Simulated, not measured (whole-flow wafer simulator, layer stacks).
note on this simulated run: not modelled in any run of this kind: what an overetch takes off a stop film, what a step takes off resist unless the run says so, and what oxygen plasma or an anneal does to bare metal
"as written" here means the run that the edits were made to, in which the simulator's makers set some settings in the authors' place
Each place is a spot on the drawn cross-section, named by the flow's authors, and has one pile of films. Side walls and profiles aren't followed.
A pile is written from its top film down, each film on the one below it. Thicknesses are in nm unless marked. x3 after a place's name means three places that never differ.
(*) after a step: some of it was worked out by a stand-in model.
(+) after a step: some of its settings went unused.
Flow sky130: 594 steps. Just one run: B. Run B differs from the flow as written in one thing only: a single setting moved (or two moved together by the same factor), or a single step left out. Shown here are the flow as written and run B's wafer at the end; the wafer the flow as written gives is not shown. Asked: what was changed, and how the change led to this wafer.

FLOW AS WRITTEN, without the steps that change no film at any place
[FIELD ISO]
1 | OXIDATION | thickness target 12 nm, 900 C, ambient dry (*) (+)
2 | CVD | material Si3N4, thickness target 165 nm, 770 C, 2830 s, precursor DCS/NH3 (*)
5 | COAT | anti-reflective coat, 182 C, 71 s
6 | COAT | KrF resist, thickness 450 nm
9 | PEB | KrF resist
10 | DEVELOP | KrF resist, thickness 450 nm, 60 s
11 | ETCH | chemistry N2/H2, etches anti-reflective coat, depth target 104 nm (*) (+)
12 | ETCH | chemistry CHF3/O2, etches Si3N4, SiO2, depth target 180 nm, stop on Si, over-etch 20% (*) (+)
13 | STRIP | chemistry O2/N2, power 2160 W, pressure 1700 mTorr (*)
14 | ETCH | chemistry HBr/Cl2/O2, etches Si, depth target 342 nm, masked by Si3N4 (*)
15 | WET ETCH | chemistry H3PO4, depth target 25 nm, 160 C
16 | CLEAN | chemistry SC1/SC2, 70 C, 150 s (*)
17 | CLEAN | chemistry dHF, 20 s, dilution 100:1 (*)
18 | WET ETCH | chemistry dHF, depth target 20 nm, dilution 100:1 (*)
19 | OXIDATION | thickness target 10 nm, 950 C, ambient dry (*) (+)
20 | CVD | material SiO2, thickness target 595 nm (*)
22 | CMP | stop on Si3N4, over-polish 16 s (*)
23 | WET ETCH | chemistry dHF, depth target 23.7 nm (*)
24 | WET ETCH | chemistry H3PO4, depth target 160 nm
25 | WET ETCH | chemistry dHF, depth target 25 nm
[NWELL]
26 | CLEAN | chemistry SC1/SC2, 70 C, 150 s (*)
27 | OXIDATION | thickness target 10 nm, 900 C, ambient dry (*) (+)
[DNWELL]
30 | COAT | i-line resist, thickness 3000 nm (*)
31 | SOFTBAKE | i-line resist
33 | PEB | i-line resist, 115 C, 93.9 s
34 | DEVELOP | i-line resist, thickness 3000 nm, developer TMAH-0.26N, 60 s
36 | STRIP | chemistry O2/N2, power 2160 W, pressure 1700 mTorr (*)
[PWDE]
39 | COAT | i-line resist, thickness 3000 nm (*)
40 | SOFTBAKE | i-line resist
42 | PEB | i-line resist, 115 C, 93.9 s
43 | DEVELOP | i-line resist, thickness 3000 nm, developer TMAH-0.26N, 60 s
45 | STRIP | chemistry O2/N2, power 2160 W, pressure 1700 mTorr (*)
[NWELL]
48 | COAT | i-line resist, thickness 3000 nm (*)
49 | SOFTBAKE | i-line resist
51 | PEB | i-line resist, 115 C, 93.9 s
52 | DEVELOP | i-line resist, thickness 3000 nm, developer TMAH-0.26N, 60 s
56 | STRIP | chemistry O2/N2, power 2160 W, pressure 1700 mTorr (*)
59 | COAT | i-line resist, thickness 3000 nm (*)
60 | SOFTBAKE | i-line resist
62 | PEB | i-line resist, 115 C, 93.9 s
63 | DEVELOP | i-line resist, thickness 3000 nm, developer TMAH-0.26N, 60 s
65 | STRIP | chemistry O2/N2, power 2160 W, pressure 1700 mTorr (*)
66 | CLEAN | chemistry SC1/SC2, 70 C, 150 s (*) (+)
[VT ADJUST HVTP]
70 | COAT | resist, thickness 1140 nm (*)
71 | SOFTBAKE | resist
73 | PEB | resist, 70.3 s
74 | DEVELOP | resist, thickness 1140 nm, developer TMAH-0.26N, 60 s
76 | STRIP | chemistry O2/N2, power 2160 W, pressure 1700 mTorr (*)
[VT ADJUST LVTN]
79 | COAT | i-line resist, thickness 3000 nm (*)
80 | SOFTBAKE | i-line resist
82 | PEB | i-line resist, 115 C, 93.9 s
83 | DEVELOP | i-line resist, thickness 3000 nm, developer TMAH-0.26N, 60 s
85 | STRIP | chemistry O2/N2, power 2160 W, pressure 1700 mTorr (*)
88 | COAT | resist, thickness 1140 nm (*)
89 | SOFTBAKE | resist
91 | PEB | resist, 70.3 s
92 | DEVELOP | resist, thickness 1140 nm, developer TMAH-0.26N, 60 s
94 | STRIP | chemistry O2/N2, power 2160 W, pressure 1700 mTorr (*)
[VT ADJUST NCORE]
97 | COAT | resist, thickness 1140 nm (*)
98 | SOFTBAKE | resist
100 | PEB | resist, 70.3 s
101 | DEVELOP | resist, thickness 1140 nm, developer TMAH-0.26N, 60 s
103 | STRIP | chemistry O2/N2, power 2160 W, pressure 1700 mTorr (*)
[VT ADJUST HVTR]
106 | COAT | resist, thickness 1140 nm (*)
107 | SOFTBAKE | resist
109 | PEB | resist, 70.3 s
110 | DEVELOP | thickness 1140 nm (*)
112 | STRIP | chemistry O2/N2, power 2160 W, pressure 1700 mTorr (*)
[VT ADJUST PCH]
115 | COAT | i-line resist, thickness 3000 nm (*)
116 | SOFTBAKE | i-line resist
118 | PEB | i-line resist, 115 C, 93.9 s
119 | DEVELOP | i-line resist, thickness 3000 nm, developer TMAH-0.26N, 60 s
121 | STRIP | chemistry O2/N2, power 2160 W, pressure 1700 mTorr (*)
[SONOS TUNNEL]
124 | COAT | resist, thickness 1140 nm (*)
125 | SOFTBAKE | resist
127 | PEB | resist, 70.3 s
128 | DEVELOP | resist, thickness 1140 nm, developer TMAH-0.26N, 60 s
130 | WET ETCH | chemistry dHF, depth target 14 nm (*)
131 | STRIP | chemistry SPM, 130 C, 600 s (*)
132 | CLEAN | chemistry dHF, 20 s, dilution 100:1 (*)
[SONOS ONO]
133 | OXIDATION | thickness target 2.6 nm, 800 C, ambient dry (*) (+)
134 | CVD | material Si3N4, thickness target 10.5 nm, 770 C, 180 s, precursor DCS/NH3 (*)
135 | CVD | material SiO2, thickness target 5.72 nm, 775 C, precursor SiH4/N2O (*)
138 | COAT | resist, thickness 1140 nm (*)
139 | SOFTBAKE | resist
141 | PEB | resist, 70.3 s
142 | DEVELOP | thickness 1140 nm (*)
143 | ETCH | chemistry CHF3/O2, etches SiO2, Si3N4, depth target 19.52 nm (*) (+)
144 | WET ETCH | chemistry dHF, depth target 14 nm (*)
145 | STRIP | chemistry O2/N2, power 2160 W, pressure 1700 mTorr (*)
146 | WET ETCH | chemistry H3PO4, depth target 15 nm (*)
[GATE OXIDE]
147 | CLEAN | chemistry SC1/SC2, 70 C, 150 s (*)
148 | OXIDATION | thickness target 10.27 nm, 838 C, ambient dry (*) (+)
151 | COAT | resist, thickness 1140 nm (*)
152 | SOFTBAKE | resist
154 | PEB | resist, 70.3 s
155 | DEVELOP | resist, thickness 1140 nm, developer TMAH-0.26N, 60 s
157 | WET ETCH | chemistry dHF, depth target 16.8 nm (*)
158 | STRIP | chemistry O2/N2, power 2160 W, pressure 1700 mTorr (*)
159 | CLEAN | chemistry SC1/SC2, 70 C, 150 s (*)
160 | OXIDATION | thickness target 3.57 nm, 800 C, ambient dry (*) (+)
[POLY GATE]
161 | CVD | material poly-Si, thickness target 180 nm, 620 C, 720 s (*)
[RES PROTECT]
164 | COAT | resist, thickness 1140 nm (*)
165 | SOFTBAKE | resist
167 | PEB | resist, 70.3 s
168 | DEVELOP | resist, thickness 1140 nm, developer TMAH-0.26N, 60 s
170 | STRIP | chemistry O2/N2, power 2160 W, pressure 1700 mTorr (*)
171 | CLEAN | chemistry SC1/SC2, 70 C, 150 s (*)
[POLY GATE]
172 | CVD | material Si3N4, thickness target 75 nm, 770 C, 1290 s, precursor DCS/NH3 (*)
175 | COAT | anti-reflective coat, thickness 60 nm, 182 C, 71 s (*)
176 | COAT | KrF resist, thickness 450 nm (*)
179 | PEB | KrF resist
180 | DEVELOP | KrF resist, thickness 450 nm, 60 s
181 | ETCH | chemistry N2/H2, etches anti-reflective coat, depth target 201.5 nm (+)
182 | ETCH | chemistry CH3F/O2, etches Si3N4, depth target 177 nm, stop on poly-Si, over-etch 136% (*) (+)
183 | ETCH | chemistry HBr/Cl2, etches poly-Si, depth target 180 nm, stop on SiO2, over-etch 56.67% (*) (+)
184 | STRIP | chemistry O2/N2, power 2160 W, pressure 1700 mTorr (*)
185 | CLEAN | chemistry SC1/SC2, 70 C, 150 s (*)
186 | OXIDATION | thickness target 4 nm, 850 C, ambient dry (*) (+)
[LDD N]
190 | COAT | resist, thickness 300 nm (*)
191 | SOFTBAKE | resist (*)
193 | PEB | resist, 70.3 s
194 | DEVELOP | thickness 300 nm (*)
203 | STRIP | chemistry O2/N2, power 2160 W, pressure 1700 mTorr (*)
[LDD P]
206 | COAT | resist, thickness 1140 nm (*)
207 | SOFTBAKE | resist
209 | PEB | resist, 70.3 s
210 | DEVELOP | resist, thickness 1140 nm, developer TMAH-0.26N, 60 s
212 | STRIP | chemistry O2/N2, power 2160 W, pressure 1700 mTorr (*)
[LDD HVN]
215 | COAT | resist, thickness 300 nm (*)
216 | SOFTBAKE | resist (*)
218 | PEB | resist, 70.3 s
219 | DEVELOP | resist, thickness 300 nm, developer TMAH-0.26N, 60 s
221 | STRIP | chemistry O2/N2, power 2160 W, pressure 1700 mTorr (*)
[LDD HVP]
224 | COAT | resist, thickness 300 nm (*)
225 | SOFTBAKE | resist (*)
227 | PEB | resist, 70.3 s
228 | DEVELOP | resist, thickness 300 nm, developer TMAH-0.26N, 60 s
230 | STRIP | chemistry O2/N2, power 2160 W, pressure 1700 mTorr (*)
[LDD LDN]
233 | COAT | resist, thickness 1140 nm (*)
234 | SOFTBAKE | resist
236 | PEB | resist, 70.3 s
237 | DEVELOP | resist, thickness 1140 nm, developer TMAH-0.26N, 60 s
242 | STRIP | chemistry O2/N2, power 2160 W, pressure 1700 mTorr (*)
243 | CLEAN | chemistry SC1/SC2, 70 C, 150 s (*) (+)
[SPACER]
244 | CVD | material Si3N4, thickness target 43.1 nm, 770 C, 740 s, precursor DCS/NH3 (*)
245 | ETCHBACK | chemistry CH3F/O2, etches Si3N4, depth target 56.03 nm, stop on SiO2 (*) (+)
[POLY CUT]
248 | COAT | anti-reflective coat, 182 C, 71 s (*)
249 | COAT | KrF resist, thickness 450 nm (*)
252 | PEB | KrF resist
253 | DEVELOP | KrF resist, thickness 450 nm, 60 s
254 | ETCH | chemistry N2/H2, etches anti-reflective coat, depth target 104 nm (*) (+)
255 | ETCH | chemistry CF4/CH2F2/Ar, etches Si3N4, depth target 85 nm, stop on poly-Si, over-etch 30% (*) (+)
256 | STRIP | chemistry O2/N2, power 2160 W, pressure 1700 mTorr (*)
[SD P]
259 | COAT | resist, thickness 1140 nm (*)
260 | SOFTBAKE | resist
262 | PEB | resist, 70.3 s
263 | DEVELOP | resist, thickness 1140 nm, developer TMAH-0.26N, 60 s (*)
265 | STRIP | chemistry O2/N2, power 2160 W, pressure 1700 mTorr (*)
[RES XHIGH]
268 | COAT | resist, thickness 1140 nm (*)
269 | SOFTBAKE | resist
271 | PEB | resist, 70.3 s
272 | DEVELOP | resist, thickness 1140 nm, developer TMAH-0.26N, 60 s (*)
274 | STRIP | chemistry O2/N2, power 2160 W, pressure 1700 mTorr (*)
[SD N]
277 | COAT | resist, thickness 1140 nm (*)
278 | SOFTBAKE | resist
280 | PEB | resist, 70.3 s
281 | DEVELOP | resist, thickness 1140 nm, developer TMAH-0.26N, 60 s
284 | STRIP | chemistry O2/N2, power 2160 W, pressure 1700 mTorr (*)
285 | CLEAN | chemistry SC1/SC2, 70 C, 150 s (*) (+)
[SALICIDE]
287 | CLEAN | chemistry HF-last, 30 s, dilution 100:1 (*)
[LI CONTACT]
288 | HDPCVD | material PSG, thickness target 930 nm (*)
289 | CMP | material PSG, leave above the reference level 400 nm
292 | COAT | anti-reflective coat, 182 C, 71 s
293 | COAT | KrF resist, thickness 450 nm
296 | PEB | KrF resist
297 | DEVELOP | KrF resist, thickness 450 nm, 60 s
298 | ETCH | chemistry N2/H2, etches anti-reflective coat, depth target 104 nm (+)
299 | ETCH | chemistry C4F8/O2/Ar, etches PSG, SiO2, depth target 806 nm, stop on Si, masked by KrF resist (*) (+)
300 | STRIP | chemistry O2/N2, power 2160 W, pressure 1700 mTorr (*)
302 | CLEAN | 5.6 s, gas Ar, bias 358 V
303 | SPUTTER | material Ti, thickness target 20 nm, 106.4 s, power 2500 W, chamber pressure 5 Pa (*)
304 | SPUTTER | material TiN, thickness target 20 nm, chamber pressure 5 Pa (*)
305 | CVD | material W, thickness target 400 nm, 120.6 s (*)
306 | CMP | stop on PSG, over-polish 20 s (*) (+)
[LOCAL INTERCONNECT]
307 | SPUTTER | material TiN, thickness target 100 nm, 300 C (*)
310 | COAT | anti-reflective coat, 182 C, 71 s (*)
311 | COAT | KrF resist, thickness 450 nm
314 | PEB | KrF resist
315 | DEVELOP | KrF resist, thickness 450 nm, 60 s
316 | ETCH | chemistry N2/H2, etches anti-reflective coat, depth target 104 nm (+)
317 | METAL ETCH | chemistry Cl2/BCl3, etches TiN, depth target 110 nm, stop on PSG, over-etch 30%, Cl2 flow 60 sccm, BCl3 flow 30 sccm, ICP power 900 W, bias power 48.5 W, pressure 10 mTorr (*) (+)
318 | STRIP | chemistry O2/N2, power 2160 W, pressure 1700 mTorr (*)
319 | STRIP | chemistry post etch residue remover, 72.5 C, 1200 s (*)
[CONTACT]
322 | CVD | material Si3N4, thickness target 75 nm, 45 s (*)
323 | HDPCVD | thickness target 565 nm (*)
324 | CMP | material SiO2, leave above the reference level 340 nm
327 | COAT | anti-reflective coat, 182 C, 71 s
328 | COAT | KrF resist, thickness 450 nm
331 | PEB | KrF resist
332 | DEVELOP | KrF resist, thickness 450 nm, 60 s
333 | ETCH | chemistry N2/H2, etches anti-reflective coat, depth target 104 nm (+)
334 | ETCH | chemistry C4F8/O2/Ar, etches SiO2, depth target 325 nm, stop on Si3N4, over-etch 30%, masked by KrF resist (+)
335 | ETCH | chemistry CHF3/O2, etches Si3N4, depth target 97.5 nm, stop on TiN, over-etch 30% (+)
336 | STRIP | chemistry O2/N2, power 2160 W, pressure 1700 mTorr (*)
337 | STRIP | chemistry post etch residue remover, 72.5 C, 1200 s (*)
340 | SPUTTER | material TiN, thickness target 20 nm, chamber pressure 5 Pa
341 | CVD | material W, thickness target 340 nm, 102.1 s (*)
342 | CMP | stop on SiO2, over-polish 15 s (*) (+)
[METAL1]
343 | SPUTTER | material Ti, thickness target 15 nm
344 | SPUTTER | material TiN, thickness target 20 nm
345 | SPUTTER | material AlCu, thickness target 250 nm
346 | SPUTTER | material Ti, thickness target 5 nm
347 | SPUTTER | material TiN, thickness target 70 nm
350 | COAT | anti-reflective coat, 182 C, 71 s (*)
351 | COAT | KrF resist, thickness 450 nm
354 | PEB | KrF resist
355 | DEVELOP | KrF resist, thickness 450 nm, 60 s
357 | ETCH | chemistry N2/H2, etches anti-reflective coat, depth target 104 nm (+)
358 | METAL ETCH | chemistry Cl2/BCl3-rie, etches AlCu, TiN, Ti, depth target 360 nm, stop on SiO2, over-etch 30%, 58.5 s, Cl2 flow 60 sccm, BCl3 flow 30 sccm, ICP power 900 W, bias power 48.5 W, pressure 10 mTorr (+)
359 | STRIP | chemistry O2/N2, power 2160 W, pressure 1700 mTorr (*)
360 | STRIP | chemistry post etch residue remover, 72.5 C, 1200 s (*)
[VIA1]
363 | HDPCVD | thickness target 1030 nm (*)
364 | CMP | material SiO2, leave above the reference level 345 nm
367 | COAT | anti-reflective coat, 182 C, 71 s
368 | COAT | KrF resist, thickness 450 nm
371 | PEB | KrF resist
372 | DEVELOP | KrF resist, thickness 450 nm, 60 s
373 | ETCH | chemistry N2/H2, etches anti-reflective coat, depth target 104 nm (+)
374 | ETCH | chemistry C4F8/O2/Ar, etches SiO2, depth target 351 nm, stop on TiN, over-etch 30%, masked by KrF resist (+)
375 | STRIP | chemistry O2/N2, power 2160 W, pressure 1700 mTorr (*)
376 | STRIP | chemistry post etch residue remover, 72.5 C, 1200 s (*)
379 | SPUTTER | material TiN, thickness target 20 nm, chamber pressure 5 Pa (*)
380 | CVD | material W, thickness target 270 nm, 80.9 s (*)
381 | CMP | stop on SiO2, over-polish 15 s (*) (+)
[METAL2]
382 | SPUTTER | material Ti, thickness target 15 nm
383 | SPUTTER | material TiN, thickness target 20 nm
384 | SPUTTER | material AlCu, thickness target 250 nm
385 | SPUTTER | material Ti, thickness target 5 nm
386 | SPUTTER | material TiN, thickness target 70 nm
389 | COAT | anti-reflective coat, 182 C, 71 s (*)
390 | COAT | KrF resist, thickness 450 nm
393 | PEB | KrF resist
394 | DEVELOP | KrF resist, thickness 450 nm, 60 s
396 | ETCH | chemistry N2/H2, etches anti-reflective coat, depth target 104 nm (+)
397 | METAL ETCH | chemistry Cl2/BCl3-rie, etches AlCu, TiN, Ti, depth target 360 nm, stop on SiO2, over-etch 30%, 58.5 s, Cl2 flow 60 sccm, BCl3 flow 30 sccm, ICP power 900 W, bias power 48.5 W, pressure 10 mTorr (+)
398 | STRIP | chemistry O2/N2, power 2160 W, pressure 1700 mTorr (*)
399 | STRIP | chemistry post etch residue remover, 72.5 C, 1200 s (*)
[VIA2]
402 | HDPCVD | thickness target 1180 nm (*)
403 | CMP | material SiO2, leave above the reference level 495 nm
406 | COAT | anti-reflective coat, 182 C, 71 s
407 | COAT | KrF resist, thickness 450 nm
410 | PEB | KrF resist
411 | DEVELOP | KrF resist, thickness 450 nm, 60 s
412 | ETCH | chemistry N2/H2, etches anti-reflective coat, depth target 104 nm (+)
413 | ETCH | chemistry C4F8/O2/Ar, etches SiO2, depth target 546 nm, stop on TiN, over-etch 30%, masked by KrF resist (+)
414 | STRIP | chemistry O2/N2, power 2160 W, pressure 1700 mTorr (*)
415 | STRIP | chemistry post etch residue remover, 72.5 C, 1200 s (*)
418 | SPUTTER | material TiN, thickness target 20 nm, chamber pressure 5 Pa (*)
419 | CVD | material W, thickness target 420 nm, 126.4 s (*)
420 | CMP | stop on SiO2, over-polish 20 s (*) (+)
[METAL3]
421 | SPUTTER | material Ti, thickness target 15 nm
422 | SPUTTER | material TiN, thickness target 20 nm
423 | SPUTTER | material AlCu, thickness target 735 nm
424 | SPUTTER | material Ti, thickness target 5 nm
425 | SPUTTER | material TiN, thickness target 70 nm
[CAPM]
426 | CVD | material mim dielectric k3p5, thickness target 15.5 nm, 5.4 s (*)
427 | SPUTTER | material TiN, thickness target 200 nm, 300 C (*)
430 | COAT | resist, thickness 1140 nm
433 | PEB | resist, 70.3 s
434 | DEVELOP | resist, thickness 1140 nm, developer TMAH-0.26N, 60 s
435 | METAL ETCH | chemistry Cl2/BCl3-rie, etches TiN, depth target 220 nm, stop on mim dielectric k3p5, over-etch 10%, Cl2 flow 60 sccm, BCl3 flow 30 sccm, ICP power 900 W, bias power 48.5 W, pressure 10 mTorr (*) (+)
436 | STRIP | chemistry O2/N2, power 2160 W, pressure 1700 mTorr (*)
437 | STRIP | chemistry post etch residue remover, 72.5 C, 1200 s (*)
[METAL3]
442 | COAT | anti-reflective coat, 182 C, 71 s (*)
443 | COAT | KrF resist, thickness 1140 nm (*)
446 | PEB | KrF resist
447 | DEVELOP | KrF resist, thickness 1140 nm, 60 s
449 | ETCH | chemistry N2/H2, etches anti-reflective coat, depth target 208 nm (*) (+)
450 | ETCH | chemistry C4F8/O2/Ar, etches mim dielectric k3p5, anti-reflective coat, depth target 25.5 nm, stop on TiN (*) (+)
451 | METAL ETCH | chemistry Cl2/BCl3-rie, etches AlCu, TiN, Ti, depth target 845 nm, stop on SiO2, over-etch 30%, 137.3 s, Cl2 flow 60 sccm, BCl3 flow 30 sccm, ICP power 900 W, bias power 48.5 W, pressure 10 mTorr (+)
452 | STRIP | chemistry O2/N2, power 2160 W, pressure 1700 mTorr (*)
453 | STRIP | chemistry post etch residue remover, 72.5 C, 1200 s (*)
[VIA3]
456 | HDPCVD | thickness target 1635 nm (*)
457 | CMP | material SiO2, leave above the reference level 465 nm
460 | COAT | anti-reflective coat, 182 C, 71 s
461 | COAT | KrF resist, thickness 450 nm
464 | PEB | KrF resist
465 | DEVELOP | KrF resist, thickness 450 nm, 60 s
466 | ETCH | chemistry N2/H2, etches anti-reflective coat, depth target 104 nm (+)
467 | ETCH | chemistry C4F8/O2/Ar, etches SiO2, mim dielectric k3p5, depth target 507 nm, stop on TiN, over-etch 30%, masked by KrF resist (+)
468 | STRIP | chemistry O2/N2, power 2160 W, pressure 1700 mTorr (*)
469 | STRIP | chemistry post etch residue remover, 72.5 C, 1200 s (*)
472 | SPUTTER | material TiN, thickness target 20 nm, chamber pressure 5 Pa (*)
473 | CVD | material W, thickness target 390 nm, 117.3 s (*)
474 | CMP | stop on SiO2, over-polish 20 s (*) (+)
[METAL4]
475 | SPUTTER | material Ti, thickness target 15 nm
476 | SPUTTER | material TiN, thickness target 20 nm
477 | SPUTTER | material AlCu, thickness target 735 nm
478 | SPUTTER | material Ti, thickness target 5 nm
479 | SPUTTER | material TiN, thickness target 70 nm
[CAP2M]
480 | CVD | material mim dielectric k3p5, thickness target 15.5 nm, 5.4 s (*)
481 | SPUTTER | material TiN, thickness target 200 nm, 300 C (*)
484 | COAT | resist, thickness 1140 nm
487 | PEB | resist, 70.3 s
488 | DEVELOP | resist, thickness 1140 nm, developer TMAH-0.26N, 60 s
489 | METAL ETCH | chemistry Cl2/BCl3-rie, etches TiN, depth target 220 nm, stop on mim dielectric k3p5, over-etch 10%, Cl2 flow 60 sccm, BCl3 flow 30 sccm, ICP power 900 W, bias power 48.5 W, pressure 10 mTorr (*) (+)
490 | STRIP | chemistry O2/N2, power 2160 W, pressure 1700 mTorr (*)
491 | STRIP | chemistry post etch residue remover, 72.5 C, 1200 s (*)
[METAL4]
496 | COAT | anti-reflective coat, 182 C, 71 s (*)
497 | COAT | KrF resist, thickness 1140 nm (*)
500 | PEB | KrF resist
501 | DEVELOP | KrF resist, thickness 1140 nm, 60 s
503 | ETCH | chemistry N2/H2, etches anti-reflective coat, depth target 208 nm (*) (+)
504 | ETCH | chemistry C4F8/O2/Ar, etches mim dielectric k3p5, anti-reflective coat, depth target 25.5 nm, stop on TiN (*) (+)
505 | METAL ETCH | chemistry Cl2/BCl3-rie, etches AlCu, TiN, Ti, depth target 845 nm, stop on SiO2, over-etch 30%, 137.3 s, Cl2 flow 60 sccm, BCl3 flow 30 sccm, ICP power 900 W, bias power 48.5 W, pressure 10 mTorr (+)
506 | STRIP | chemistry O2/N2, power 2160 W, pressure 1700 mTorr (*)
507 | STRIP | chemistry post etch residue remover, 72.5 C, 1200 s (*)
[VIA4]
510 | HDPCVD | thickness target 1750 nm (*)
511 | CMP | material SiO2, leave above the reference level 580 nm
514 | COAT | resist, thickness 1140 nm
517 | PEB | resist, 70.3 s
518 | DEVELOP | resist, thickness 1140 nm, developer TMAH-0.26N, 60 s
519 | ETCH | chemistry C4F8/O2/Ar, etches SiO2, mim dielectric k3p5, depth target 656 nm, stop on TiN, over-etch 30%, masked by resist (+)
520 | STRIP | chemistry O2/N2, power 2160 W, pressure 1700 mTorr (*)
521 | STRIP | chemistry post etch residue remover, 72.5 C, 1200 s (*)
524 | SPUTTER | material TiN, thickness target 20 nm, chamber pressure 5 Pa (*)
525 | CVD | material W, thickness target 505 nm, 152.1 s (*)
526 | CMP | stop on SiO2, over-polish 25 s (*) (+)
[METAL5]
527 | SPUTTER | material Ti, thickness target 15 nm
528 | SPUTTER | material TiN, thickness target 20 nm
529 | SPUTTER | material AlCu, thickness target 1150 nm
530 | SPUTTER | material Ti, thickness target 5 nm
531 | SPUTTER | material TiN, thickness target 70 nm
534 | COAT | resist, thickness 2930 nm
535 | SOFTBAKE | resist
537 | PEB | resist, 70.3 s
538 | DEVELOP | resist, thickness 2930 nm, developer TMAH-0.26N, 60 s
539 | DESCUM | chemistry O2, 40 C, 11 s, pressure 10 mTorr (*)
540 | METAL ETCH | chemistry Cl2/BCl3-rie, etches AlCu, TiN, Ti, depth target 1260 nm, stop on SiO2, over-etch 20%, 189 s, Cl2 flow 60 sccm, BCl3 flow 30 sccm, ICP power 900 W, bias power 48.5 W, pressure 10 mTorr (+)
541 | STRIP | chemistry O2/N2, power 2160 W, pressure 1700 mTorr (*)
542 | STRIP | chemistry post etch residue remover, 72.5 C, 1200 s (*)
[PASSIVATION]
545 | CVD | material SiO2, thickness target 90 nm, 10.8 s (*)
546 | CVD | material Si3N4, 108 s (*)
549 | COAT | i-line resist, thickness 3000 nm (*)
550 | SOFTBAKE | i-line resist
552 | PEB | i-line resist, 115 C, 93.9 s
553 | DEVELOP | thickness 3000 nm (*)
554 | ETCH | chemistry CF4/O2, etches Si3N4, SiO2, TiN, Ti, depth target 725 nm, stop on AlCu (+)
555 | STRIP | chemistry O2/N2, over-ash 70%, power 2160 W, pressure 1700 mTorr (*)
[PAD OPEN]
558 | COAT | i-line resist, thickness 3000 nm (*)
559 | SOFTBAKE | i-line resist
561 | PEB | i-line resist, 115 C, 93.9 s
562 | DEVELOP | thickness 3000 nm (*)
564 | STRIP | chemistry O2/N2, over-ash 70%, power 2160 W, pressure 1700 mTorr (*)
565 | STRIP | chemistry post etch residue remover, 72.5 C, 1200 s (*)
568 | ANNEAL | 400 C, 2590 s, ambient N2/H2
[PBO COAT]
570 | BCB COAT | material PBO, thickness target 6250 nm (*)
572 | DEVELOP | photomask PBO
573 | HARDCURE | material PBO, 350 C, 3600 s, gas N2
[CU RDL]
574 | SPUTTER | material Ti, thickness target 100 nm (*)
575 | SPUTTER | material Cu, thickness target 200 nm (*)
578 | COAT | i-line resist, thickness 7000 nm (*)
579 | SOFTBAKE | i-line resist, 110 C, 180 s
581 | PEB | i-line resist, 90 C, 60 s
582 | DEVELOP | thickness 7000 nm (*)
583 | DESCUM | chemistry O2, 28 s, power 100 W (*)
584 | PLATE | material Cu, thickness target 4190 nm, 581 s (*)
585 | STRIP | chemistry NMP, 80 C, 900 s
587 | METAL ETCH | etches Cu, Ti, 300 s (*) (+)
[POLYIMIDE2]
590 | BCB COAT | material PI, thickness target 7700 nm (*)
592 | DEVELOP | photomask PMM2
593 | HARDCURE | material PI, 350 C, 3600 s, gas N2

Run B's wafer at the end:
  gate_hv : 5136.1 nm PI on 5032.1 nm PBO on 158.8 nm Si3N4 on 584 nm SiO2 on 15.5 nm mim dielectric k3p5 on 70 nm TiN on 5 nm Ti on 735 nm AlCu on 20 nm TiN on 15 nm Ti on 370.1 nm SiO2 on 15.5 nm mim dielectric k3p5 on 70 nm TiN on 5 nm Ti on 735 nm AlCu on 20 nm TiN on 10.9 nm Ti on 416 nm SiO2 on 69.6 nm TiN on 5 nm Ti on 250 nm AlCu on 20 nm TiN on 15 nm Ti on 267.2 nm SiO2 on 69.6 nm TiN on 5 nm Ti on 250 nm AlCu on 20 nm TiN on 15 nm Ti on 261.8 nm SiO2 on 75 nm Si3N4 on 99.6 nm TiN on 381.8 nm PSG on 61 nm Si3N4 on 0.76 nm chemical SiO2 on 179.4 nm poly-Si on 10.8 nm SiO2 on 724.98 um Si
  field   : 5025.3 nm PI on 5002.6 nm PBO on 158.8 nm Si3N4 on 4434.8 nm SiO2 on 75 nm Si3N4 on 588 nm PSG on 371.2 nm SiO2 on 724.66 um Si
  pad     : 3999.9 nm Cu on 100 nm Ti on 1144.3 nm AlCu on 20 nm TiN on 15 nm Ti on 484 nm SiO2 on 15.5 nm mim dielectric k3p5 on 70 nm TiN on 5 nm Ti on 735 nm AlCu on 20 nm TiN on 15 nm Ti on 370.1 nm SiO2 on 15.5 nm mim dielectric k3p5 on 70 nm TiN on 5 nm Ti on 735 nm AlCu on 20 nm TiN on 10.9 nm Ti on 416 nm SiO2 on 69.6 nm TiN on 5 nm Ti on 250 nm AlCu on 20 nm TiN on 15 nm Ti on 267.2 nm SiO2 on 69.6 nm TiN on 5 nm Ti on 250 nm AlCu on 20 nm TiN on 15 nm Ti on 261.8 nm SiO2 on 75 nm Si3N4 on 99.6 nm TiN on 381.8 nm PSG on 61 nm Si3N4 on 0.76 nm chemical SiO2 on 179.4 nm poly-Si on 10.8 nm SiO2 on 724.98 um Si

What caused this: step 421, SPUTTER: thickness target 10.9 nm was run, though the flow has thickness target 15 nm.
The wafer itself shows it: gate_hv has Ti 10.9, and step 421 as written asks for 15 nm.

How this came from the change, step by step:
  421 | SPUTTER | material Ti, thickness target 15 nm
      field, active, n_well and 188 more: Ti gains 10.9 (new film) (as written it would have been: Ti gains 15 (new film))
  451 | METAL ETCH | chemistry Cl2/BCl3-rie, etches AlCu, TiN, Ti, depth target 845 nm, stop on SiO2, over-etch 30%, 137.3 s, Cl2 flow 60 sccm, BCl3 flow 30 sccm, ICP power 900 W, bias power 48.5 W, pressure 10 mTorr (+)
      field, gate, spacer and 68 more: TiN loses 70 (all of it), Ti loses 5 (all of it), AlCu loses 735 (all of it), TiN loses 20 (all of it), Ti loses 10.9 (all of it), SiO2 loses 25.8 (as written it would have been: TiN loses 70 (all of it), Ti loses 5 (all of it), AlCu loses 735 (all of it), TiN loses 20 (all of it), Ti loses 15 (all of it), SiO2 loses 25.4)
      active, vpp_ln, vpp_iso2 and 11 more: TiN loses 70 (all of it), Ti loses 5 (all of it), AlCu loses 735 (all of it), TiN loses 20 (all of it), Ti loses 10.9 (all of it), SiO2 loses 25.8 (as written it would have been: TiN loses 70 (all of it), Ti loses 5 (all of it), AlCu loses 735 (all of it), TiN loses 20 (all of it), Ti loses 15 (all of it), SiO2 loses 25.3)
